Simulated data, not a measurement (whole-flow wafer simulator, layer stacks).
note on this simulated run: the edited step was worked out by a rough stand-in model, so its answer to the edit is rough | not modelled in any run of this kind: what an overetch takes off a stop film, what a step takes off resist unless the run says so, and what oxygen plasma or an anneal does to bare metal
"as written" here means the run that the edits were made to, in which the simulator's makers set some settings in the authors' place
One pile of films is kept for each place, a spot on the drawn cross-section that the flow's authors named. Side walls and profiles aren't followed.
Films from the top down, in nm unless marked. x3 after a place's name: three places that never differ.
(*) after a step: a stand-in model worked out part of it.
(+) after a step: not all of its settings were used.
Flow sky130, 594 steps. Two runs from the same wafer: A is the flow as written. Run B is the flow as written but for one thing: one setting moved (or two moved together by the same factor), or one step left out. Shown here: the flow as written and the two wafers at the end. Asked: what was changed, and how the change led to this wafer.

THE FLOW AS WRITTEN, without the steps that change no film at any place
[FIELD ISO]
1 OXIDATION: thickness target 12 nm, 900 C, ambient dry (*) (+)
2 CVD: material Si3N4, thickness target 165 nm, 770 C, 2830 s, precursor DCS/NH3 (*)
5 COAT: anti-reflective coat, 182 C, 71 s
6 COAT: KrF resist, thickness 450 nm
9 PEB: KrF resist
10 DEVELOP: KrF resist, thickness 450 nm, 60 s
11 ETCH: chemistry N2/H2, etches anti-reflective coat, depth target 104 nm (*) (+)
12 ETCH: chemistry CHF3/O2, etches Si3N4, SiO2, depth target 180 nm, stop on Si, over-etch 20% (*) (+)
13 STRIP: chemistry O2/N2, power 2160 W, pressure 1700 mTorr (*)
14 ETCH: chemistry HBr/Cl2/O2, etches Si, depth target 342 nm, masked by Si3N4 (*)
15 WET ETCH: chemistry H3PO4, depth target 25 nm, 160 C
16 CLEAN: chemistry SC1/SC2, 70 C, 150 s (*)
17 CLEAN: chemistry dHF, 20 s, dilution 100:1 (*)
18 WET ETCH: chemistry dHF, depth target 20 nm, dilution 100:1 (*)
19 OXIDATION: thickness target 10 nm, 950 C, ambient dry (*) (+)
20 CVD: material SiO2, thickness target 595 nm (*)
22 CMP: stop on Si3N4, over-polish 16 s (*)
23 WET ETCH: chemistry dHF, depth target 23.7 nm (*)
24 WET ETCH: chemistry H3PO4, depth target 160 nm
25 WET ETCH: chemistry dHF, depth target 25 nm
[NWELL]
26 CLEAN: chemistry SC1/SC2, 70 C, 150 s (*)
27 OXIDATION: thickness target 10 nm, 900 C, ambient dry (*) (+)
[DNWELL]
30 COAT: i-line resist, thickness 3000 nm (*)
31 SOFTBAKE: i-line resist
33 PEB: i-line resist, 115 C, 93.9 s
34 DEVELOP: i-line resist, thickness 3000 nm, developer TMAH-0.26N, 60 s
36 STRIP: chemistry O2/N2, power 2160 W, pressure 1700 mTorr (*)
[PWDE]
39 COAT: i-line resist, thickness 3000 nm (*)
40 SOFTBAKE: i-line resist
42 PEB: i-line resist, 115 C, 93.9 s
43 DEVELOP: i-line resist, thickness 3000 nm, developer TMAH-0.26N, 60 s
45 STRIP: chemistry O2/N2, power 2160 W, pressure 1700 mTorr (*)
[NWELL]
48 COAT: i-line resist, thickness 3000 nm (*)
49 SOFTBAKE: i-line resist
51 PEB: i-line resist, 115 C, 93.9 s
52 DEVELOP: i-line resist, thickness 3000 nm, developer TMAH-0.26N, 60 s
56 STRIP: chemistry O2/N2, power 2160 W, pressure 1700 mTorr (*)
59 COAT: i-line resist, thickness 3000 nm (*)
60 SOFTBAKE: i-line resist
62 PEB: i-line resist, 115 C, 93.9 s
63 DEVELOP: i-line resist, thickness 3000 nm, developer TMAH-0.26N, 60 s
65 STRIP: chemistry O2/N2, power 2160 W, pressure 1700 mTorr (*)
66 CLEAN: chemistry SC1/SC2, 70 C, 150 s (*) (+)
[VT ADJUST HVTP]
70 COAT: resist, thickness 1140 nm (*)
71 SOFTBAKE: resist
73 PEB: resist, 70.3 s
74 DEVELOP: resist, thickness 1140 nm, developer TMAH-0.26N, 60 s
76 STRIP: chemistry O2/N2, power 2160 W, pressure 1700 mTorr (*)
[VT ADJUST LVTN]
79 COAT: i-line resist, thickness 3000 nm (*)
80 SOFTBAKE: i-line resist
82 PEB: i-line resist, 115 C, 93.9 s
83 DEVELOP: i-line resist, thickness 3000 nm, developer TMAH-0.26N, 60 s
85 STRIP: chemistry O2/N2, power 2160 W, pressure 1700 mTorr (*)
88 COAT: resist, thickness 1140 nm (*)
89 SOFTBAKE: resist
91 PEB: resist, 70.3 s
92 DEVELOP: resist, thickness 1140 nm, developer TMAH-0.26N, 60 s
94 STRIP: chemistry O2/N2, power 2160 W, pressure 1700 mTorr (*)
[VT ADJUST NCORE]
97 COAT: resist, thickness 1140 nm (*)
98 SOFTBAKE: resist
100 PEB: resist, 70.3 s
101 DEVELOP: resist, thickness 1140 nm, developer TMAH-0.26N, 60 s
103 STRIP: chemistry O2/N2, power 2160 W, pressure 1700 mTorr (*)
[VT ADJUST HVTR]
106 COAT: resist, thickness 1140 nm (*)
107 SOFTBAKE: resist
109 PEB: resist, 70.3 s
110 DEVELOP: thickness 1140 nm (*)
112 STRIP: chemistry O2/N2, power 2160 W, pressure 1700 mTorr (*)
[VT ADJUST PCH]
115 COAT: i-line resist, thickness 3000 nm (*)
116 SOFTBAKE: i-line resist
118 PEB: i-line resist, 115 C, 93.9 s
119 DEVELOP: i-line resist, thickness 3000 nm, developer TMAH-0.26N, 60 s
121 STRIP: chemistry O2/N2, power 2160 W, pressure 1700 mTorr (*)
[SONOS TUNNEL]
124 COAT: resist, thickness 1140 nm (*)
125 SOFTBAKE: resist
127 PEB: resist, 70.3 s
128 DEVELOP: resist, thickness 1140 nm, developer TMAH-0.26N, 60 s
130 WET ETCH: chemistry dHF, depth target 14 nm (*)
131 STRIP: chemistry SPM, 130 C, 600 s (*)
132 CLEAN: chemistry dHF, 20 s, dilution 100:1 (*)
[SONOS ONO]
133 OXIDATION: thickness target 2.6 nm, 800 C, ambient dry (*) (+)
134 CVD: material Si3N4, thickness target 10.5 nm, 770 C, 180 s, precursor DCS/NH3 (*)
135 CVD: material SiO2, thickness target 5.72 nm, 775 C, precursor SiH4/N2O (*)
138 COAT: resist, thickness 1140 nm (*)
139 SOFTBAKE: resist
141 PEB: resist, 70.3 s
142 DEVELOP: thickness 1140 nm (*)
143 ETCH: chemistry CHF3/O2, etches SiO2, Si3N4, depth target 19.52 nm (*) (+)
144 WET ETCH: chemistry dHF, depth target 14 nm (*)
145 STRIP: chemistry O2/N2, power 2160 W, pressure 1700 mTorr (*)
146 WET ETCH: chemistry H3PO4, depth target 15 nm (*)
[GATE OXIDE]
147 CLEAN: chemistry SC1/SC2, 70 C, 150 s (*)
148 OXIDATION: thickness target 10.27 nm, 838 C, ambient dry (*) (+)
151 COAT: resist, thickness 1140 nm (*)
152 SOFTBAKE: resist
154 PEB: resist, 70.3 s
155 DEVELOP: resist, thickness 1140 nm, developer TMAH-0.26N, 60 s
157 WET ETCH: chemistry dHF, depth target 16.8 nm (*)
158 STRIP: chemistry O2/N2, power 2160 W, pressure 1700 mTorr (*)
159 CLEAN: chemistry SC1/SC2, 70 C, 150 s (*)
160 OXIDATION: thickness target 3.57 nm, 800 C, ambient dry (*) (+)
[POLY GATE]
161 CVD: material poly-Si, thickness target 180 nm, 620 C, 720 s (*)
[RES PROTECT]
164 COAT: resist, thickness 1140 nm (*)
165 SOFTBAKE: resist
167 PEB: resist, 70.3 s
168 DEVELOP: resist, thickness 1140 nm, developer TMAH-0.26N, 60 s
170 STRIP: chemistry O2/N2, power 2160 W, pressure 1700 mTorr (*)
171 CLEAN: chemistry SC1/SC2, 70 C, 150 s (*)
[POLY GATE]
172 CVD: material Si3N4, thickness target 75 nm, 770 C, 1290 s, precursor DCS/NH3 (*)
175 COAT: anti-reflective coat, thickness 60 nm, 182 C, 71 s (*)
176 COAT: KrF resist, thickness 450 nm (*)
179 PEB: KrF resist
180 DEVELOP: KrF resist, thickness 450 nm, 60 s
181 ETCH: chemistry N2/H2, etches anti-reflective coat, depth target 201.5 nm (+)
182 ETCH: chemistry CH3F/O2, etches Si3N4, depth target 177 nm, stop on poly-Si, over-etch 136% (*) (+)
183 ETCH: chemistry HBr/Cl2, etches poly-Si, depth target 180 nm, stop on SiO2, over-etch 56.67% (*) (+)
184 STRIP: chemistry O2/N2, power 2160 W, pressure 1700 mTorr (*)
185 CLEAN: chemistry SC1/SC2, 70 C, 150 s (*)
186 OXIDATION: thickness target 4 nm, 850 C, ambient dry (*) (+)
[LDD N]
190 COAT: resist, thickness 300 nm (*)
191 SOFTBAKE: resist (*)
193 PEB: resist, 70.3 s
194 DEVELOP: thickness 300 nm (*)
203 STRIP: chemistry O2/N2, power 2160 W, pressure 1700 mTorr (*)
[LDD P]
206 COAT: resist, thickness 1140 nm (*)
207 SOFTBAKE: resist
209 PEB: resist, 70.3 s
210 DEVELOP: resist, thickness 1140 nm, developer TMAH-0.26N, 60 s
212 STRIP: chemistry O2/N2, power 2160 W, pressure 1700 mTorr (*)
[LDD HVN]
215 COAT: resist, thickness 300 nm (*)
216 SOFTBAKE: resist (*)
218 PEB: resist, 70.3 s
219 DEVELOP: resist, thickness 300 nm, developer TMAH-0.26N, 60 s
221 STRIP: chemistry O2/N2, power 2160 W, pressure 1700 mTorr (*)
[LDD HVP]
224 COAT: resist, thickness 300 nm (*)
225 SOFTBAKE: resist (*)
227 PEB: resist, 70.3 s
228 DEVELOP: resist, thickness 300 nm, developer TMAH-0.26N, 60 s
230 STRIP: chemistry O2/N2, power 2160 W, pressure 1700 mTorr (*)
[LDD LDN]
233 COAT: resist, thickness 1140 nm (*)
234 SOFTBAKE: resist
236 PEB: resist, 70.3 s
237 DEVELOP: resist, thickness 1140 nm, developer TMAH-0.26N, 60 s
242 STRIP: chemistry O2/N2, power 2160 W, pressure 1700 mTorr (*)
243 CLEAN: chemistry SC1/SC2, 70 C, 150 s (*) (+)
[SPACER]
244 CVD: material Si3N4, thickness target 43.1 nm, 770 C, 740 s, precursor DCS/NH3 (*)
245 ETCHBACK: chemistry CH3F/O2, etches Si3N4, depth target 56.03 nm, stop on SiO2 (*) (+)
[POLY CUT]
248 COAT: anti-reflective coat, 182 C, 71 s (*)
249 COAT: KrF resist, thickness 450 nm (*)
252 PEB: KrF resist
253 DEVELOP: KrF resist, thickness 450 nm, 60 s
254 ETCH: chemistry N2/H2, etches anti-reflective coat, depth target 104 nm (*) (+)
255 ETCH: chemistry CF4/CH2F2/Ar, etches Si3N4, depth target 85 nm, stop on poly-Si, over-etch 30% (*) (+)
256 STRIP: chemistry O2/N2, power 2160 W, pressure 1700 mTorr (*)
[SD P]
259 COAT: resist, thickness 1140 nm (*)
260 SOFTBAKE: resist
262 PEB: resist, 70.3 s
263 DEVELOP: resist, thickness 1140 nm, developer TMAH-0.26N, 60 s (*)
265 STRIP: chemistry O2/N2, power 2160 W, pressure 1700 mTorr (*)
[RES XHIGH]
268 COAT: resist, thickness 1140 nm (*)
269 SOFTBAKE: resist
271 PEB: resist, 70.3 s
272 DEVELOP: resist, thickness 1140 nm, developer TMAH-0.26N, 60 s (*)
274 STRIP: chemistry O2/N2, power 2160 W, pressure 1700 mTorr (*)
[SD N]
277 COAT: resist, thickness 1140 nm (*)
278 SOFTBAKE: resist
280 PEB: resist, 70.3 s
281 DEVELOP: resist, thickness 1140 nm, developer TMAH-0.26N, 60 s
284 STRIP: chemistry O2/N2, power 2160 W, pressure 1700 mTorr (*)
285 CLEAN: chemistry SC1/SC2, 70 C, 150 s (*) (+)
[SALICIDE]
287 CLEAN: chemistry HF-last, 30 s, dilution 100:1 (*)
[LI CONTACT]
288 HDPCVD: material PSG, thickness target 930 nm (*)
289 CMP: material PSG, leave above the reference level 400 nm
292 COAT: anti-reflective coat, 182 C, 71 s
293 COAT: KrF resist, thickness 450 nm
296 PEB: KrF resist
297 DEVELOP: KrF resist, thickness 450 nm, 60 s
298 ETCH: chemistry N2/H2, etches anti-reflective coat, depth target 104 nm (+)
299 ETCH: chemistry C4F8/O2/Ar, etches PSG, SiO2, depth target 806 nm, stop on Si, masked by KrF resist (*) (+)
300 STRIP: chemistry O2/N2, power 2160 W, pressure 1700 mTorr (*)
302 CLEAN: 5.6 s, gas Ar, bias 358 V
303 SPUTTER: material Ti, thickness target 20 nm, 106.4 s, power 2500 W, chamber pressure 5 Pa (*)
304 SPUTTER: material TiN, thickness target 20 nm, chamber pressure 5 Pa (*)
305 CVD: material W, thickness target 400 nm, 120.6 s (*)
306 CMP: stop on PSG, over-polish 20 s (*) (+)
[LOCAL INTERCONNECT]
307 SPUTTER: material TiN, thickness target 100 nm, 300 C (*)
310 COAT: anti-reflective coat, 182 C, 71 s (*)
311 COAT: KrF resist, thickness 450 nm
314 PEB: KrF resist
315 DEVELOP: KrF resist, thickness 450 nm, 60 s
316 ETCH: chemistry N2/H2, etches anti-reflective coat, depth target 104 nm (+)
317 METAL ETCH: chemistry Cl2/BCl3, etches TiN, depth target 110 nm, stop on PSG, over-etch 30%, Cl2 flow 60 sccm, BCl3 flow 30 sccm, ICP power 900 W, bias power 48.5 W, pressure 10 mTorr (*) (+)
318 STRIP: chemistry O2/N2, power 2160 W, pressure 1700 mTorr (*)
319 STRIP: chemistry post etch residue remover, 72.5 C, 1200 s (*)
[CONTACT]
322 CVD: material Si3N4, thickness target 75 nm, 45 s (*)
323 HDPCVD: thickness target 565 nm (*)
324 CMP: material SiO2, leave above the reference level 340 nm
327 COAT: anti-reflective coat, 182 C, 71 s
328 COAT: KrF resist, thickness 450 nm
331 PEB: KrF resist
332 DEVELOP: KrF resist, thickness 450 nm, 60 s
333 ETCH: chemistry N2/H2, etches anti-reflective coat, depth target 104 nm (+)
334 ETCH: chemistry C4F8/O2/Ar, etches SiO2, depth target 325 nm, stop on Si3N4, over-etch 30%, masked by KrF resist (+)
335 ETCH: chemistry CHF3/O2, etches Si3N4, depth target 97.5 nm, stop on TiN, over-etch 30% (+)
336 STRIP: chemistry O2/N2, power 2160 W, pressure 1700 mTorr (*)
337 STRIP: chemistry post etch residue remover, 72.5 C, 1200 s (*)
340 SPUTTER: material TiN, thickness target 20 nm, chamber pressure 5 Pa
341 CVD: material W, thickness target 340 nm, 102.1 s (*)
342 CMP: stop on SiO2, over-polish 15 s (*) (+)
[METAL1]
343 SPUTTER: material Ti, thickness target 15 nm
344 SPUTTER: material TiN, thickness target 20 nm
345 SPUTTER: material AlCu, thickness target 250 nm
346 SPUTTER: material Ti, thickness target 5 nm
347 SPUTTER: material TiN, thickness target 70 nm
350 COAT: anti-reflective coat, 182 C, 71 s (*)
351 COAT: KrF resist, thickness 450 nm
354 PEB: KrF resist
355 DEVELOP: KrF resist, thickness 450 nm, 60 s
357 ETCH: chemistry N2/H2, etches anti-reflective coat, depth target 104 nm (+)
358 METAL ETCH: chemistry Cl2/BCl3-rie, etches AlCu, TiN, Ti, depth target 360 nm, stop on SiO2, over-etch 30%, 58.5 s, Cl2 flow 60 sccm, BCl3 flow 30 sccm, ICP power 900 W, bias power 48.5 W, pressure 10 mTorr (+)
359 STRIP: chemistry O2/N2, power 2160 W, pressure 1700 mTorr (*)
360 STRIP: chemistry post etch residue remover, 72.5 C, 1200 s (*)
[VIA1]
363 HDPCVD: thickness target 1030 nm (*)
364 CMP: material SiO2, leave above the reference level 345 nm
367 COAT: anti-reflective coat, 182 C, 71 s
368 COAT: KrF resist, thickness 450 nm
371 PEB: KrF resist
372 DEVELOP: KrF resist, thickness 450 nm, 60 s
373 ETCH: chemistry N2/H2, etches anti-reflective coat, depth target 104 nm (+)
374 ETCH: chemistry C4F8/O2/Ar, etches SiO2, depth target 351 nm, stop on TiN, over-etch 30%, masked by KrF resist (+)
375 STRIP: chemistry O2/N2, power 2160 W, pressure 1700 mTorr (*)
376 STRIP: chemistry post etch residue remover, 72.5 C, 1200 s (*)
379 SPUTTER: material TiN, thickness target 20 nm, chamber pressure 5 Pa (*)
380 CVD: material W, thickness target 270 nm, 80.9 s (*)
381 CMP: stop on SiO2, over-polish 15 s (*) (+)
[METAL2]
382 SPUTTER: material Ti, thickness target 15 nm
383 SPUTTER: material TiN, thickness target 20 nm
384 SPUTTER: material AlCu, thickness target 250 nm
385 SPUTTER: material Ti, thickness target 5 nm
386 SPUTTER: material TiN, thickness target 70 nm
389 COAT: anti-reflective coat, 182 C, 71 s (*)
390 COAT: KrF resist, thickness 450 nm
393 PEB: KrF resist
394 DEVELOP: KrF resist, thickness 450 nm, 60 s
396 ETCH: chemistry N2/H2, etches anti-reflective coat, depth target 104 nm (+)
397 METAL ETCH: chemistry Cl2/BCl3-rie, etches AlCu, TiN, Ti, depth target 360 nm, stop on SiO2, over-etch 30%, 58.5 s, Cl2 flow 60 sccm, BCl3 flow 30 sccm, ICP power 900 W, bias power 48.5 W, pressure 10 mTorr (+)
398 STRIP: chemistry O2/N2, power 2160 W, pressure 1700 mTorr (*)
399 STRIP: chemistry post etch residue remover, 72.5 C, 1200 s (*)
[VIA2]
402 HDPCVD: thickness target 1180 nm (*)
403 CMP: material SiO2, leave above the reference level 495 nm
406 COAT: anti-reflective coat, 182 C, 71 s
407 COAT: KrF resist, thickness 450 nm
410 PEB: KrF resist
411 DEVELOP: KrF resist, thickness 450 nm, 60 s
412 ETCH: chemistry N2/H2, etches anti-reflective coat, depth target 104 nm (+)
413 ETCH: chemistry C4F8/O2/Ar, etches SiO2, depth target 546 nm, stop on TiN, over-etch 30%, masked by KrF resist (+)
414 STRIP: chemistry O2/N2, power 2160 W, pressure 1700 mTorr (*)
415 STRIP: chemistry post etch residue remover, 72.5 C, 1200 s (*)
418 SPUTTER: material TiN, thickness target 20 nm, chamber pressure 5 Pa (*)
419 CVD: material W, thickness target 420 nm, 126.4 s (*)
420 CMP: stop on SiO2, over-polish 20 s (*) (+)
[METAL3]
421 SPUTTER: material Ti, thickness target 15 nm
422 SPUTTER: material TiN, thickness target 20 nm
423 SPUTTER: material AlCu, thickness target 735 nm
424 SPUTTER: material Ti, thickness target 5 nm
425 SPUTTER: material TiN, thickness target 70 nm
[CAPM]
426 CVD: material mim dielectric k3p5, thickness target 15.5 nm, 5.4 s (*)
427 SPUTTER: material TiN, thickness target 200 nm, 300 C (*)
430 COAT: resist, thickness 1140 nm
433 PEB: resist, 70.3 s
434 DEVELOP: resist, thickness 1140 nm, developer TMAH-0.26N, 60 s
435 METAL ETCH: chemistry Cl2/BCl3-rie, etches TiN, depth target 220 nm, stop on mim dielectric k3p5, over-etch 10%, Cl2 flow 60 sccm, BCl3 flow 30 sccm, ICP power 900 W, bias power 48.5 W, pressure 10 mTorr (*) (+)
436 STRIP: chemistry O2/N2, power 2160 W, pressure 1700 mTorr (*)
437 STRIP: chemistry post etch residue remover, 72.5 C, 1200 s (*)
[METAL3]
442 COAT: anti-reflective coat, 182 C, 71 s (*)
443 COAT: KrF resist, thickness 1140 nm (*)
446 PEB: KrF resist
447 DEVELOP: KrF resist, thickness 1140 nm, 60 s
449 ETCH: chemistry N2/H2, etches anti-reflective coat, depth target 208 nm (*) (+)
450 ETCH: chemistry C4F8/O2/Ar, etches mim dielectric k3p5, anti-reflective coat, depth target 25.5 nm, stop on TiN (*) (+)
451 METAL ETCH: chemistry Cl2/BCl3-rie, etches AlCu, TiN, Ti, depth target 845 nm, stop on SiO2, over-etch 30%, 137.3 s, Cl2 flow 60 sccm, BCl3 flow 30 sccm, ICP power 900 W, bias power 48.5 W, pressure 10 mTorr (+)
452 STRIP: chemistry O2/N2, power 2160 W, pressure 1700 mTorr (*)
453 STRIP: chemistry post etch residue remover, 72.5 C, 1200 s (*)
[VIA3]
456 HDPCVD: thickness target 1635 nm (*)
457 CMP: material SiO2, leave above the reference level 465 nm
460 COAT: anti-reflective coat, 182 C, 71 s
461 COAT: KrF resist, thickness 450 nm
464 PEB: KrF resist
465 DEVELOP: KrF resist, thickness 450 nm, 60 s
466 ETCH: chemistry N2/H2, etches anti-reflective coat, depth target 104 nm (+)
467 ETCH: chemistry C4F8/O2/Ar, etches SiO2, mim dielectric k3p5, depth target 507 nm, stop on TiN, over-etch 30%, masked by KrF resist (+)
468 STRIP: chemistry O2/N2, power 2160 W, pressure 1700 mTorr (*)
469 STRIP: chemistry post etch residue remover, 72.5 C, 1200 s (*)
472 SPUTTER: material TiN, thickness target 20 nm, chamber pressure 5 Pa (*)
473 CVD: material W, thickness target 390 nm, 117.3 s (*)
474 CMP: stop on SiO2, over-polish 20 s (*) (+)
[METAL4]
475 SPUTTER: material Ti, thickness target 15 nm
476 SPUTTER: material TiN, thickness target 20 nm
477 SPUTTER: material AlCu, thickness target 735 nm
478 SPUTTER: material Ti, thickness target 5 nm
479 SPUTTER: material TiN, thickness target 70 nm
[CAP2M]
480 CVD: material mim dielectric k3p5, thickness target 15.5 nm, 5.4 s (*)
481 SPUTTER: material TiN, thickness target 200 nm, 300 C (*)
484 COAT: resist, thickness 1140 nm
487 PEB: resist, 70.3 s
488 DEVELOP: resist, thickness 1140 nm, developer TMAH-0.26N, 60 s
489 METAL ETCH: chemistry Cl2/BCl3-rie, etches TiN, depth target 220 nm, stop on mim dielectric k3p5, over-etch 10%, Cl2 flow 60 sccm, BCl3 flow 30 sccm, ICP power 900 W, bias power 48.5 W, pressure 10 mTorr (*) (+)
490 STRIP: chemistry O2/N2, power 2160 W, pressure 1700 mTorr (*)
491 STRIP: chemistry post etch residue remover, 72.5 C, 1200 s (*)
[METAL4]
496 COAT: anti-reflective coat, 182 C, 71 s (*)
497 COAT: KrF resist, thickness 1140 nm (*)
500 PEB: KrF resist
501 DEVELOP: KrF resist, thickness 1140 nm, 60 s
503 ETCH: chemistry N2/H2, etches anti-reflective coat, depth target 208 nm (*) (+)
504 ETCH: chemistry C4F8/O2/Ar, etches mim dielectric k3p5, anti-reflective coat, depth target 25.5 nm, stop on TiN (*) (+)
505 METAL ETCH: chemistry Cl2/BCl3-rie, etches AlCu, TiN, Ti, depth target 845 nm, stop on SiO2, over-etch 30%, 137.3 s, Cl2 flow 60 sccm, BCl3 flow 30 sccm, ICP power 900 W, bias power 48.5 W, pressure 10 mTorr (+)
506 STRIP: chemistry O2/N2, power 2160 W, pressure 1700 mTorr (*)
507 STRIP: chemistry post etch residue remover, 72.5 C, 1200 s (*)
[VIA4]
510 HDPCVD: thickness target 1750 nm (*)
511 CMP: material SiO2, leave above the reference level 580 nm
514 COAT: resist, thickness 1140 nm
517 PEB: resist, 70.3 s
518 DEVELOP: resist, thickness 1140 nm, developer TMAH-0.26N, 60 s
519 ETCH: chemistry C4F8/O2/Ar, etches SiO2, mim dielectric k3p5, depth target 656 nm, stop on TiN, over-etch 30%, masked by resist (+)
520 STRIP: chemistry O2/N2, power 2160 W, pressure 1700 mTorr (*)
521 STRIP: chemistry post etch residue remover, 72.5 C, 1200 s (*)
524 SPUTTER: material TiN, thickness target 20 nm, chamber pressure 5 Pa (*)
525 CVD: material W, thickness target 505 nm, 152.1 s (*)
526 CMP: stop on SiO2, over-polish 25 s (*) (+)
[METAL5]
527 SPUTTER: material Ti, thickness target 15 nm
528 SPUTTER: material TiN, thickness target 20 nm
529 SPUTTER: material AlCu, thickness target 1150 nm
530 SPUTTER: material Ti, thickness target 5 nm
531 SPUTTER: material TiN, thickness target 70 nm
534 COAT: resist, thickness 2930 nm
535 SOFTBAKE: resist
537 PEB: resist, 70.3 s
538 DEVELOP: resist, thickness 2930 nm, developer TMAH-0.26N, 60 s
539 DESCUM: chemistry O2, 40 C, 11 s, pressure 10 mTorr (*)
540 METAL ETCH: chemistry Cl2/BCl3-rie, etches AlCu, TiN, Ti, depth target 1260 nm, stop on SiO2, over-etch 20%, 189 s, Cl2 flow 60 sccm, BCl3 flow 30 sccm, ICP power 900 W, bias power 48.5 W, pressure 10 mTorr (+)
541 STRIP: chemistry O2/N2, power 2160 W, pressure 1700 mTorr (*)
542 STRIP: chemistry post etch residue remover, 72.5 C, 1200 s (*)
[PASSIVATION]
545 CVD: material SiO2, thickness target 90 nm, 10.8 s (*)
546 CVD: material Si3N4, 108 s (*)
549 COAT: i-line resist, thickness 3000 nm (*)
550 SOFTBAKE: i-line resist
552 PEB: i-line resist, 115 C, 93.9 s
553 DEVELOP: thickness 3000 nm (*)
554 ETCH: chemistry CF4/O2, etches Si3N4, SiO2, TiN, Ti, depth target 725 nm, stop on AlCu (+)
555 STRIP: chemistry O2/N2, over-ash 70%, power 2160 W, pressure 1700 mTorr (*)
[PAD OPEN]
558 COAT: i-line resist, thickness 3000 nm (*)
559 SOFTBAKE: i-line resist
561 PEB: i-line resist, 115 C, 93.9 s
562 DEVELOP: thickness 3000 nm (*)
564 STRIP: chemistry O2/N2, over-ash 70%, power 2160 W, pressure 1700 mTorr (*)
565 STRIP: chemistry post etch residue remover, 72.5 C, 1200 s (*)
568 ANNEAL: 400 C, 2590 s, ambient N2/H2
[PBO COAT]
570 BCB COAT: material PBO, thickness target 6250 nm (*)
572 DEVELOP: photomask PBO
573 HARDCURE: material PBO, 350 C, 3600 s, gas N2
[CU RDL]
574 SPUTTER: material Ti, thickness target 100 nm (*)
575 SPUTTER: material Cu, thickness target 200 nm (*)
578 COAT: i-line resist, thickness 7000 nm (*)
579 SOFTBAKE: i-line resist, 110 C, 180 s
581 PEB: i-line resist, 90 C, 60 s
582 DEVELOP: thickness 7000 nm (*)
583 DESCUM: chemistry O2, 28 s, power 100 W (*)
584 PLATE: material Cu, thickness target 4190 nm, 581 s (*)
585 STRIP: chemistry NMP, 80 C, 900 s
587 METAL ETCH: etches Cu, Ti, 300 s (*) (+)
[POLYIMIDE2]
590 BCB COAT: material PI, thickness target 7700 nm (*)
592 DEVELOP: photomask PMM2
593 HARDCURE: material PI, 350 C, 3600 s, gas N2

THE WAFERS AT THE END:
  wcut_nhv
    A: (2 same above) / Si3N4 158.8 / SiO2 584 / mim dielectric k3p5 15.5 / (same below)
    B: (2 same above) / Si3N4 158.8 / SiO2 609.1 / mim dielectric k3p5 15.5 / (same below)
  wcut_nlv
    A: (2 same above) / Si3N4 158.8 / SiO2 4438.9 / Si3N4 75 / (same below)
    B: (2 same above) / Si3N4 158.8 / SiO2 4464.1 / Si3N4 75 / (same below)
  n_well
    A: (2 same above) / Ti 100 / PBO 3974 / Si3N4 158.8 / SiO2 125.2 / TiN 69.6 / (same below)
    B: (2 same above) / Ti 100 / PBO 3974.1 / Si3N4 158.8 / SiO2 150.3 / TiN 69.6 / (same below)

The cause: step 545, CVD: thickness target 108 nm was run, where the flow has thickness target 90 nm; step 545, CVD: 13 s was run, where the flow has 10.8 s.

How the change led to this, step by step:
  545 CVD: material SiO2, thickness target 90 nm, 10.8 s (*)
      field, active, gate and 175 more: A SiO2 +125.2 | B SiO2 +150.3
      n_well, p_well, sd_n and 12 more: A SiO2 +125.2 (new film) | B SiO2 +150.3 (new film)
  550 SOFTBAKE: i-line resist
      gate_p_lvt, iso_guard_hv_nw: A i-line resist +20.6 | B i-line resist +21.3
      spacer: A i-line resist -97.5 | B i-line resist -100.8
      (and at 37 more places)
  554 ETCH: chemistry CF4/O2, etches Si3N4, SiO2, TiN, Ti, depth target 725 nm, stop on AlCu (+)
      field, active, n_well and 189 more: A i-line resist -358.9 | B i-line resist -384.1
      pad: A Si3N4 -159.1 (all of it), SiO2 -125.2 (all of it), TiN -69.6 (all of it), Ti -5 (all of it) | B Si3N4 -159.1 (all of it), SiO2 -150.3 (all of it), TiN -69.6 (all of it), Ti -5 (all of it)
  559 SOFTBAKE: i-line resist
      gate_p_lvt, iso_guard_hv_nw: A i-line resist +20.6 | B i-line resist +21.3
      nwell_res: A i-line resist -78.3 | B i-line resist -80.3
      (and at 41 more places)
  578 COAT: i-line resist, thickness 7000 nm (*)
      pad: A i-line resist +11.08 um (new film) | B i-line resist +11.11 um (new film)
  582 DEVELOP: thickness 7000 nm (*)
      pad: A i-line resist -11.08 um (all of it) | B i-line resist -11.11 um (all of it)
